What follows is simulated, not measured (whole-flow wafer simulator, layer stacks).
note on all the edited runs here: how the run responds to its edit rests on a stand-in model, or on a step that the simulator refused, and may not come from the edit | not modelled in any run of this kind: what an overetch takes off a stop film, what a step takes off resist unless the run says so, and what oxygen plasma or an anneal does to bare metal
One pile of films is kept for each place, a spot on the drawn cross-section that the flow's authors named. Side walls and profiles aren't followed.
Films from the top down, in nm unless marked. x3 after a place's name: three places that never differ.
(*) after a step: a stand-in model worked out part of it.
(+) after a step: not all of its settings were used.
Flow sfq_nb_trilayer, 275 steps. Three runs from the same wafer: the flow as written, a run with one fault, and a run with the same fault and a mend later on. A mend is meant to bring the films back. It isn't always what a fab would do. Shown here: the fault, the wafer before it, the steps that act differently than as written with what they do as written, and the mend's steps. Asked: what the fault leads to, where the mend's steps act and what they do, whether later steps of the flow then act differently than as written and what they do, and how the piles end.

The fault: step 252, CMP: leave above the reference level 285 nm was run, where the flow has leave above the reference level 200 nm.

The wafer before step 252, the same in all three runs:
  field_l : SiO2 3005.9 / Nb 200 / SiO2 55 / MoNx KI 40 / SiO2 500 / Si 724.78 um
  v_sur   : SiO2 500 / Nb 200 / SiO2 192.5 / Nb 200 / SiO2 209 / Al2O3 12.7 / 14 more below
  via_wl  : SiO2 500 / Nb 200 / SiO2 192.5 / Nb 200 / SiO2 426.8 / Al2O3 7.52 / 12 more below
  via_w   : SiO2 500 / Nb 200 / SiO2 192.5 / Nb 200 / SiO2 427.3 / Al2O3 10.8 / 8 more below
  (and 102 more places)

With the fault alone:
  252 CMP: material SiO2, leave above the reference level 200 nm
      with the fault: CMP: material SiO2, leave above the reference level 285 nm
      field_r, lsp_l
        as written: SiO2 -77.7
        with the fault: nothing
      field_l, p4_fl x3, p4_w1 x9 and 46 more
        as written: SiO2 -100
        with the fault: SiO2 -15
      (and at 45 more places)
  Later steps of the flow that act differently than as written (5 more steps differ only slightly, by at most 2% or 0.5 nm, whichever is larger, and aren't shown):
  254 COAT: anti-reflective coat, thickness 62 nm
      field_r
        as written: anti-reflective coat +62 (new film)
        with the fault: anti-reflective coat +64.6 (new film)
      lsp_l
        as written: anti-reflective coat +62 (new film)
        with the fault: anti-reflective coat +63.7 (new film)
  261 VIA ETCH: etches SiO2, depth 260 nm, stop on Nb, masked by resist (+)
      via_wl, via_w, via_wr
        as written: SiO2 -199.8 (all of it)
        with the fault: SiO2 -260
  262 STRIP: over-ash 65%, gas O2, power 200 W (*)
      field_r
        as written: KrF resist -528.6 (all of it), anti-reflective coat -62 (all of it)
        with the fault: KrF resist -531.6 (all of it), anti-reflective coat -64.6 (all of it)
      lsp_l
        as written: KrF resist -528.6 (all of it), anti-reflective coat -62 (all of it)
        with the fault: KrF resist -532.3 (all of it), anti-reflective coat -63.7 (all of it)
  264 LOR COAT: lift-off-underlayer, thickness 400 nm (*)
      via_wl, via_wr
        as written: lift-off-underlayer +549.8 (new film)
        with the fault: lift-off-underlayer +594.8 (new film)
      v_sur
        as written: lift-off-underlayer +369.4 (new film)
        with the fault: lift-off-underlayer +360.2 (new film)
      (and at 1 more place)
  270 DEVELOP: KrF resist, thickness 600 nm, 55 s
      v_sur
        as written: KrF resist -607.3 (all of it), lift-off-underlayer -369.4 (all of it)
        with the fault: KrF resist -609.9 (all of it), lift-off-underlayer -360.2 (all of it)
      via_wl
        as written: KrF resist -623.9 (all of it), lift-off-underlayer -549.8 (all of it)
        with the fault: KrF resist -631.4 (all of it), lift-off-underlayer -594.8 (all of it)
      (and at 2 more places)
  At the end the piles differ from the flow's by more than 2% or 0.5 nm, whichever is larger, at field_l, v_sur, via_wl and 103 more.
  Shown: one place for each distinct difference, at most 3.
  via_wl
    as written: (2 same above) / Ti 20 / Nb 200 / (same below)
    with the fault: (2 same above) / Ti 20 / SiO2 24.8 / Nb 200 / (same below)
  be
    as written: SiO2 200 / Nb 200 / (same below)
    with the fault: SiO2 285 / Nb 200 / (same below)
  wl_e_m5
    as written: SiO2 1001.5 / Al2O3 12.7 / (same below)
    with the fault: SiO2 1086.5 / Al2O3 12.7 / (same below)

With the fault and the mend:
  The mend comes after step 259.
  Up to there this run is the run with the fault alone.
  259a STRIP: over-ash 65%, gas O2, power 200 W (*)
      field_l, v_sur, via_sp and 81 more
        KrF resist -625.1 (all of it), anti-reflective coat -62 (all of it)
      gap, jj_sur, ce_l and 6 more
        KrF resist -625 (all of it), anti-reflective coat -62 (all of it)
      via_wl, via_w, via_wr
        anti-reflective coat -62 (all of it)
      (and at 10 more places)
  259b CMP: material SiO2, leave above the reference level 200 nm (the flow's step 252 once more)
      field_l, v_sur, via_wl and 101 more
        SiO2 -85
      field_r, lsp_l
        SiO2 -77.7
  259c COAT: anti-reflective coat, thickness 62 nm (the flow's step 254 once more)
      field_l, v_sur, via_wl and 103 more
        anti-reflective coat +62 (new film)
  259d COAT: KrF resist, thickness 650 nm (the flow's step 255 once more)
      field_l, v_sur, via_wl and 103 more
        KrF resist +650 (new film)
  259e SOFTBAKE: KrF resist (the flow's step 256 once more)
      changes no film at any place that is followed
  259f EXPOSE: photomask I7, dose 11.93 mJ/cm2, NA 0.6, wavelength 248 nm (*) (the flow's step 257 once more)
      changes no film at any place that is followed
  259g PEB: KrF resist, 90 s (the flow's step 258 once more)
      field_l, v_sur, via_wl and 103 more
        KrF resist -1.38
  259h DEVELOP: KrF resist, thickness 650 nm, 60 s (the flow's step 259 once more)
      field_l, v_sur, via_sp and 100 more
        KrF resist -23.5
      via_wl, via_w, via_wr
        KrF resist -648.6 (all of it)
  No later step of the flow acts differently than as written at any place that is followed.
  At the end the piles are the same as the flow's at every place that both follow.
